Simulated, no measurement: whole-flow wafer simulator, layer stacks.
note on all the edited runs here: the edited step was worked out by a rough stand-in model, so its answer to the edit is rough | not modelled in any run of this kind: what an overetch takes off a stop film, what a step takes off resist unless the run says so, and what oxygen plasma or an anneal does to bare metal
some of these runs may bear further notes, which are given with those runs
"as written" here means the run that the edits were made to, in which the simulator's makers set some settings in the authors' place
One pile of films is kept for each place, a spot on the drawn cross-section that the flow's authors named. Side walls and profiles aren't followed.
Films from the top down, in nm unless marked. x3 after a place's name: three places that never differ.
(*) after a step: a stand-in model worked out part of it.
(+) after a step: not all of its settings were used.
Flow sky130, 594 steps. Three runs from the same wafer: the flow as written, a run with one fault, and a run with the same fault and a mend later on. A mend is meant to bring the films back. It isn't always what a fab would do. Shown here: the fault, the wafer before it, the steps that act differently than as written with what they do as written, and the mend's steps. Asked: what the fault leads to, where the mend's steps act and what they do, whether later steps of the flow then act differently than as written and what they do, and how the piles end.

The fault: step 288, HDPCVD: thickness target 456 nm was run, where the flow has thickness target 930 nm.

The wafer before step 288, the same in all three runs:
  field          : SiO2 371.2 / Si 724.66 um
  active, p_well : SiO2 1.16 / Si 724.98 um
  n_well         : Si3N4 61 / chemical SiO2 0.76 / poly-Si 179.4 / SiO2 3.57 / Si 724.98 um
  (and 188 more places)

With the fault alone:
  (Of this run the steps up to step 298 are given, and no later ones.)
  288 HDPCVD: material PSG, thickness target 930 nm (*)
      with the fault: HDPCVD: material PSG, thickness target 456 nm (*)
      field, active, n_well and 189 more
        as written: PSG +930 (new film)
        with the fault: PSG +456 (new film)
  Later steps of the flow that act differently than as written (1 more step differs only slightly, by at most 2% or 0.5 nm, whichever is larger, and isn't shown):
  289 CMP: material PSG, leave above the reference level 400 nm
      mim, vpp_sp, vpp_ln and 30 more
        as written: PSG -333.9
        with the fault: nothing
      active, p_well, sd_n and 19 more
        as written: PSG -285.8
        with the fault: nothing
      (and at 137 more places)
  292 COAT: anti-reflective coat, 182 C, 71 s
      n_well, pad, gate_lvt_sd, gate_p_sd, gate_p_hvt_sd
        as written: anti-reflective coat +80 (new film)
        with the fault: anti-reflective coat +3 (new film)
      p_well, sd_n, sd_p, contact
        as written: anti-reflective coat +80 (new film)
        with the fault: anti-reflective coat +126.5 (new film)
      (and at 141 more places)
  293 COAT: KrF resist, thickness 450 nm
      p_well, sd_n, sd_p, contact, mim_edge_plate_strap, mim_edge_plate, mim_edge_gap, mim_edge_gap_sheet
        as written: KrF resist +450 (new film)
        with the fault: KrF resist +483.6 (new film)
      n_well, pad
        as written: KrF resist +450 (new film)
        with the fault: KrF resist +418.9 (new film)
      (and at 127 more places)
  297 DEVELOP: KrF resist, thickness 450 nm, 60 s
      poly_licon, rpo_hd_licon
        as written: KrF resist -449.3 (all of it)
        with the fault: KrF resist -378.7 (all of it)
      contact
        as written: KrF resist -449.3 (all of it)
        with the fault: KrF resist -482.9 (all of it)
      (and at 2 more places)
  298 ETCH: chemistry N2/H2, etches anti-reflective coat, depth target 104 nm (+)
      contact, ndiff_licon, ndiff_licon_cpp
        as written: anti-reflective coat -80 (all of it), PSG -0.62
        with the fault: anti-reflective coat -104
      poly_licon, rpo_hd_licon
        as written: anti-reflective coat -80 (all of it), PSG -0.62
        with the fault: anti-reflective coat -64.2 (all of it), PSG -1.02
  After step 298 the piles differ from the flow's by more than 2% or 0.5 nm, whichever is larger, at field, active, n_well and 172 more.
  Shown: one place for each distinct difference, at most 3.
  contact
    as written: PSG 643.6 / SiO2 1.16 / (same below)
    with the fault: anti-reflective coat 22.5 / PSG 456 / SiO2 1.16 / (same below)
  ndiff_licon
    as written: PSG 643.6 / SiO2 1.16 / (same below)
    with the fault: anti-reflective coat 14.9 / PSG 456 / SiO2 1.16 / (same below)
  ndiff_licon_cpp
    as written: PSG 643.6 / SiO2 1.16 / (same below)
    with the fault: anti-reflective coat 40 / PSG 456 / SiO2 1.16 / (same below)

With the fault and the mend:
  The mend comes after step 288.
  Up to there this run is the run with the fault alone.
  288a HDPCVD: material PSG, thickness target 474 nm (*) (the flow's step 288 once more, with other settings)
      field, active, n_well and 189 more
        PSG +474
  No later step of the flow acts differently than as written, at any place that is followed, by more than 2% or 0.5 nm, whichever is larger.
  At the end the piles differ from the flow's only slightly at the places that both follow, by at most 2% or 0.5 nm, whichever is larger.
